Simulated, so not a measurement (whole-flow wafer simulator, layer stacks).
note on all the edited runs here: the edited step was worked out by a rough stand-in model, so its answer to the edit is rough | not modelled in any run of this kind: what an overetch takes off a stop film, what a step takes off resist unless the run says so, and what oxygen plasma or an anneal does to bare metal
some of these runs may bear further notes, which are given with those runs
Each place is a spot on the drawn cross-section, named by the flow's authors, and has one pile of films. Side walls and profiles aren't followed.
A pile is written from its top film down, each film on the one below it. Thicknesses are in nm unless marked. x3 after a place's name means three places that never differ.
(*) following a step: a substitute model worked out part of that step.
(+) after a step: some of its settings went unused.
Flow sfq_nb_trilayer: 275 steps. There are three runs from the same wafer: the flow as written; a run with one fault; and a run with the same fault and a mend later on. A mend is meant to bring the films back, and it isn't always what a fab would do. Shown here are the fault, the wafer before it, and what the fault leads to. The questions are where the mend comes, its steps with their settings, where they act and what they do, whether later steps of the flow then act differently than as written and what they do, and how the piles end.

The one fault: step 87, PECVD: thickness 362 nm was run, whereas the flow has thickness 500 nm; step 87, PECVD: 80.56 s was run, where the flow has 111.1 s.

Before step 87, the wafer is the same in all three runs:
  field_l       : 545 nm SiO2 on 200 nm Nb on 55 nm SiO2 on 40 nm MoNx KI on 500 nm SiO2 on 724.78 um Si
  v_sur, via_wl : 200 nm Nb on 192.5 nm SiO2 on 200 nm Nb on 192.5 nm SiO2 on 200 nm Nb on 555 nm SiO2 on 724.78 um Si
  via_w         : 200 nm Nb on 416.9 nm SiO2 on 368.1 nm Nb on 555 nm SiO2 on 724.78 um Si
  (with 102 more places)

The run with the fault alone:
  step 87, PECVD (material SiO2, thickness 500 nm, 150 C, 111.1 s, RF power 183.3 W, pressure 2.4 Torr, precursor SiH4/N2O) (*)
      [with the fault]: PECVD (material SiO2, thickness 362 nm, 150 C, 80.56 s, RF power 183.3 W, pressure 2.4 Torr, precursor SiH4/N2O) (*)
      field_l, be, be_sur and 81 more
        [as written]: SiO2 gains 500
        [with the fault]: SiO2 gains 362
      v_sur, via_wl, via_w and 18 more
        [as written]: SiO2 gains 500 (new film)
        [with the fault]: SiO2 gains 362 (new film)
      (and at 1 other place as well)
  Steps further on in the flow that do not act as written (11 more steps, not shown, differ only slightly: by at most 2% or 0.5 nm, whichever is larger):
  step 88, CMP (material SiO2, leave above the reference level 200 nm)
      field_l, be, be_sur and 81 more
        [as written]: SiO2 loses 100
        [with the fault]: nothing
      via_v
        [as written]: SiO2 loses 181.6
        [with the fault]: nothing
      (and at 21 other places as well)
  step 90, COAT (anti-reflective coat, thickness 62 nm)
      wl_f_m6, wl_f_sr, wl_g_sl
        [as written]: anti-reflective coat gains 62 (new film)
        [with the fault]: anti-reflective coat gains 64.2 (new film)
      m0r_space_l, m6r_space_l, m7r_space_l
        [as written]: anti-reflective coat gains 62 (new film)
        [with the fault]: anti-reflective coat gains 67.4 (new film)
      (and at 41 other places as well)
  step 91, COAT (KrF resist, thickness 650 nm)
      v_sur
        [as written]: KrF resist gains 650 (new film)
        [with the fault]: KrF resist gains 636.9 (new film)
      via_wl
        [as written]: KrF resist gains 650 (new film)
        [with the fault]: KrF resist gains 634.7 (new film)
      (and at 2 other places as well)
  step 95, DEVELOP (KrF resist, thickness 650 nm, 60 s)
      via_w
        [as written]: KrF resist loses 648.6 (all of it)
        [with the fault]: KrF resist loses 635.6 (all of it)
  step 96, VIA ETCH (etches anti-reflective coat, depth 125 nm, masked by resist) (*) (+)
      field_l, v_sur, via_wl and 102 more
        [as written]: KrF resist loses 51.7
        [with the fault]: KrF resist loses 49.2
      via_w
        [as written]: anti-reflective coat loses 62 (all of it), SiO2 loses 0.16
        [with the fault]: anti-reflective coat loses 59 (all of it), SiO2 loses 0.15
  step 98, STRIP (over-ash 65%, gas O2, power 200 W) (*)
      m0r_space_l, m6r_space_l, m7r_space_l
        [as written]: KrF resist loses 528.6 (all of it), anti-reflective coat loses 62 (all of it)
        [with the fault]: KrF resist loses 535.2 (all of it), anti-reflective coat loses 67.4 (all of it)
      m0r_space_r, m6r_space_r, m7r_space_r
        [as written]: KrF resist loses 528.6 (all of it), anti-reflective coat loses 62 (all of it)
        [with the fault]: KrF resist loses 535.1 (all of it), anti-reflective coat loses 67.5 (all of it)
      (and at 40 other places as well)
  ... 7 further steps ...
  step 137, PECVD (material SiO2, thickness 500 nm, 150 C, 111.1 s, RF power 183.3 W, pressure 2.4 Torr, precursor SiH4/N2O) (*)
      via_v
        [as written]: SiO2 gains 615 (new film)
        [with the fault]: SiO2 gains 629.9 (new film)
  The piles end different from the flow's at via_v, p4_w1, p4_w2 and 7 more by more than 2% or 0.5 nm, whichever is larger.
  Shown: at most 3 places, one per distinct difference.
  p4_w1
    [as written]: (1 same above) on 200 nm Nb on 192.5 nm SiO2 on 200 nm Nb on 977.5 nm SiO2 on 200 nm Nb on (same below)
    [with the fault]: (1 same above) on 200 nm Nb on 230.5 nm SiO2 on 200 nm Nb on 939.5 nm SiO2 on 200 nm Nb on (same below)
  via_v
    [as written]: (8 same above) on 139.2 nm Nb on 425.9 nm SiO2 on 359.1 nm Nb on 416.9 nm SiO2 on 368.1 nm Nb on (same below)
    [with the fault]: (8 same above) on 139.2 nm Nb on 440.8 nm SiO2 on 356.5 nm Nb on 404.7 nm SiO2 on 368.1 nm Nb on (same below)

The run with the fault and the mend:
  After step 87 comes the mend.
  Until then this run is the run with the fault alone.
  step 87a, PECVD (material SiO2, thickness 138 nm, 150 C, 30.67 s, RF power 183.3 W, pressure 2.4 Torr, precursor SiH4/N2O) (a further turn of the flow's step 87, with different settings)
      field_l, v_sur, via_wl and 102 more
        SiO2 gains 138
      via_v
        SiO2 gains 131.5
  Steps further on in the flow that do not act as written:
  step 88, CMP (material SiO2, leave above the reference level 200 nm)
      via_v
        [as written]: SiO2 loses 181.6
        [with the mend]: SiO2 loses 119.3
  At every place that both follow, the piles at the end match the flow's.
